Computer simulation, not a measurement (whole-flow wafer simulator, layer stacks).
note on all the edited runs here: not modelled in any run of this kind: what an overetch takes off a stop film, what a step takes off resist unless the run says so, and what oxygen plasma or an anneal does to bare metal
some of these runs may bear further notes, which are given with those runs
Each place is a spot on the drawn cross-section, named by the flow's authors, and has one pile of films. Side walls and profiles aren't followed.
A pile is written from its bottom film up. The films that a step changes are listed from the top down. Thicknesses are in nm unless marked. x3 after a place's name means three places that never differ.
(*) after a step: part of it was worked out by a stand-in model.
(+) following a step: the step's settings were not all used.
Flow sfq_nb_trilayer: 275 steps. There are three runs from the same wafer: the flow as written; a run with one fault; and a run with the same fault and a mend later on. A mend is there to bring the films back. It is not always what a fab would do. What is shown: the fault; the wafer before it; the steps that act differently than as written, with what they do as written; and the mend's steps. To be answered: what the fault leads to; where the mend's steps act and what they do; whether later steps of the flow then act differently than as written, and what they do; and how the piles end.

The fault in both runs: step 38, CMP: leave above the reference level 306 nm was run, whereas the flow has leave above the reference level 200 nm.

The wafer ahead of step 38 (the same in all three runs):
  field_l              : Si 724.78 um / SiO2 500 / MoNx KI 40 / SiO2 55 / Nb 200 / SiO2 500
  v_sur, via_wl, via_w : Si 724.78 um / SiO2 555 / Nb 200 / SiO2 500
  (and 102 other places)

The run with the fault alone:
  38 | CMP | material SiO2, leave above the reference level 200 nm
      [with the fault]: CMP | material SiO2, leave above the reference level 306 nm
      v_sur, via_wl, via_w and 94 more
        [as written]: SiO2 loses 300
        [with the fault]: SiO2 loses 194
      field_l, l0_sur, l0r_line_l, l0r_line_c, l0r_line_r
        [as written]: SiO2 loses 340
        [with the fault]: SiO2 loses 234
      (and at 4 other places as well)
  Steps later in the flow that act otherwise than as written (4 more steps, not shown, differ only slightly: by at most 2% or 0.5 nm, whichever is larger):
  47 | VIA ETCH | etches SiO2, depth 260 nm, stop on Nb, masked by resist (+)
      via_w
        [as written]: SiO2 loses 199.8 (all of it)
        [with the fault]: SiO2 loses 260
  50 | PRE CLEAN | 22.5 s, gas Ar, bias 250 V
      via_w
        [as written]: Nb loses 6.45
        [with the fault]: SiO2 loses 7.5
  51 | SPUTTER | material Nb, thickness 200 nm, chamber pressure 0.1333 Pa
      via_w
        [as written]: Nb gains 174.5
        [with the fault]: Nb gains 163.1 (new film)
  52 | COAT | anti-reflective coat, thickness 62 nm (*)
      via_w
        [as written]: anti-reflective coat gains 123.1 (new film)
        [with the fault]: anti-reflective coat gains 136.1 (new film)
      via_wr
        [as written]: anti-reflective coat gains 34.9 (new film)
        [with the fault]: anti-reflective coat gains 33.2 (new film)
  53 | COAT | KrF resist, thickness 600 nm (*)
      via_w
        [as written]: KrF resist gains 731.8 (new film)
        [with the fault]: KrF resist gains 781.6 (new film)
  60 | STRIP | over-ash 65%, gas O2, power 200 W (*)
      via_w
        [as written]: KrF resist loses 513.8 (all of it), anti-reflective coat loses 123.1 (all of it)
        [with the fault]: KrF resist loses 563.6 (all of it), anti-reflective coat loses 136.1 (all of it)
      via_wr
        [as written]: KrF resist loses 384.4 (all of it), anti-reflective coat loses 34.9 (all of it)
        [with the fault]: KrF resist loses 378.6 (all of it), anti-reflective coat loses 33.2 (all of it)
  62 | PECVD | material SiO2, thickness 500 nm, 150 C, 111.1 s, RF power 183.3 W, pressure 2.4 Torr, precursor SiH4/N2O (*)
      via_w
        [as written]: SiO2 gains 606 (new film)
        [with the fault]: SiO2 gains 678.7 (new film)
  By the end, the piles at field_l, v_sur, via_wl and 103 more depart from the flow's by more than 2% or 0.5 nm, whichever is larger.
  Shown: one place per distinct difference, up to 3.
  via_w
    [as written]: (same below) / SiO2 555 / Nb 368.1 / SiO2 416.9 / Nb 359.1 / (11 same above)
    [with the fault]: (same below) / SiO2 555 / Nb 200 / SiO2 38.3 / Nb 163.1 / SiO2 489.6 / Nb 359.1 / (11 same above)
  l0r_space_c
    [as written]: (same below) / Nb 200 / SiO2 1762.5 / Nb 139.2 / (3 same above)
    [with the fault]: (same below) / Nb 200 / SiO2 1868.5 / Nb 139.2 / (3 same above)
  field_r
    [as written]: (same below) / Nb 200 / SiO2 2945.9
    [with the fault]: (same below) / Nb 200 / SiO2 3051.9

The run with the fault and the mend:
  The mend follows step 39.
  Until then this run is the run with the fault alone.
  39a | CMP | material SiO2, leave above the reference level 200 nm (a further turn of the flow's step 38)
      field_l, v_sur, via_wl and 103 more
        SiO2 loses 106
  Every later step of the flow that is run acts as written at every place that is followed.
  The piles end the same as the flow's at every place that both follow.
